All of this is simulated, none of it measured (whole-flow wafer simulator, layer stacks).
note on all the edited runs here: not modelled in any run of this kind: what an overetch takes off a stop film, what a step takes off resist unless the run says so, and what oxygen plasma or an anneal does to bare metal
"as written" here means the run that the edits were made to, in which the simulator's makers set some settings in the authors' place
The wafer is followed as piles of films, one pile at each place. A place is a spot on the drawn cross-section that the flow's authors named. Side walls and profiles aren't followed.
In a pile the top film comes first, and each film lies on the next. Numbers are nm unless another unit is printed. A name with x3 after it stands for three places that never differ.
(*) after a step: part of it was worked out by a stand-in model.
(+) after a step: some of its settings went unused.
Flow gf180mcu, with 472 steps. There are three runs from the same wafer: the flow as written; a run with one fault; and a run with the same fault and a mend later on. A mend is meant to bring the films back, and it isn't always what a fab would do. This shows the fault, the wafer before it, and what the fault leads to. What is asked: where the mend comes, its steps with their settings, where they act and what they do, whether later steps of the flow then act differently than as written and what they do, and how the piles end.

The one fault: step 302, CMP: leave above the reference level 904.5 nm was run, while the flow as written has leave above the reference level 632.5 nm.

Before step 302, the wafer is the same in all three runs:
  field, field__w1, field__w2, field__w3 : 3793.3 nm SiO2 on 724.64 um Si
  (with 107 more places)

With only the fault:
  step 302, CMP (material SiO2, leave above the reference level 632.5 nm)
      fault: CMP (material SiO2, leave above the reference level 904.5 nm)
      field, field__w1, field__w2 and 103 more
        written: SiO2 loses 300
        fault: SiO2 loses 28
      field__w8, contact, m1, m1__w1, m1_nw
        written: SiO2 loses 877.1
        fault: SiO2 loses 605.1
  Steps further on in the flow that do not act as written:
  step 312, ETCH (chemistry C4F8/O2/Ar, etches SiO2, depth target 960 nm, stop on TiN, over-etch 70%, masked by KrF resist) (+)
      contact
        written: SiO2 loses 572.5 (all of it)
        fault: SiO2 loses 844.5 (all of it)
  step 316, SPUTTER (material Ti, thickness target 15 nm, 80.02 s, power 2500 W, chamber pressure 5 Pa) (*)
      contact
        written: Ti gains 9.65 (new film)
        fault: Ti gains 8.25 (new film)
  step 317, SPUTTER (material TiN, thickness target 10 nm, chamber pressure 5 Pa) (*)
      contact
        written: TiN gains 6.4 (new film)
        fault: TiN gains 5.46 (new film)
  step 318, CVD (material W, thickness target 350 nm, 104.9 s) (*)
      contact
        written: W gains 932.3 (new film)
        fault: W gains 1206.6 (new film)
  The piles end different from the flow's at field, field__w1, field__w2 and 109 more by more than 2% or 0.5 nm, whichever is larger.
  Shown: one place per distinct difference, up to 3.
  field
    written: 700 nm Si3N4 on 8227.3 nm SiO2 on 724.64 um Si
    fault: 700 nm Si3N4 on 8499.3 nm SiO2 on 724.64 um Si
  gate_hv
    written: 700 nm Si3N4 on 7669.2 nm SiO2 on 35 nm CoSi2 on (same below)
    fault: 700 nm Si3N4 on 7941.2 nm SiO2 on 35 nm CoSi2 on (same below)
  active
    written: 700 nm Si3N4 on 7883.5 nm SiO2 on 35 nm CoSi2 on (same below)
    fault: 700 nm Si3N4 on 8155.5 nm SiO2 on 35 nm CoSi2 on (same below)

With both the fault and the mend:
  After step 302 comes the mend.
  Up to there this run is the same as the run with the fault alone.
  step 302a, CMP (material SiO2, leave above the reference level 632.5 nm) (the flow's step 302, run once more)
      field, field__w1, field__w2 and 108 more
        SiO2 loses 272
  Later steps of the flow that are run all act as written at every place that is followed.
  By the end, the piles equal the flow's at every place that both follow.
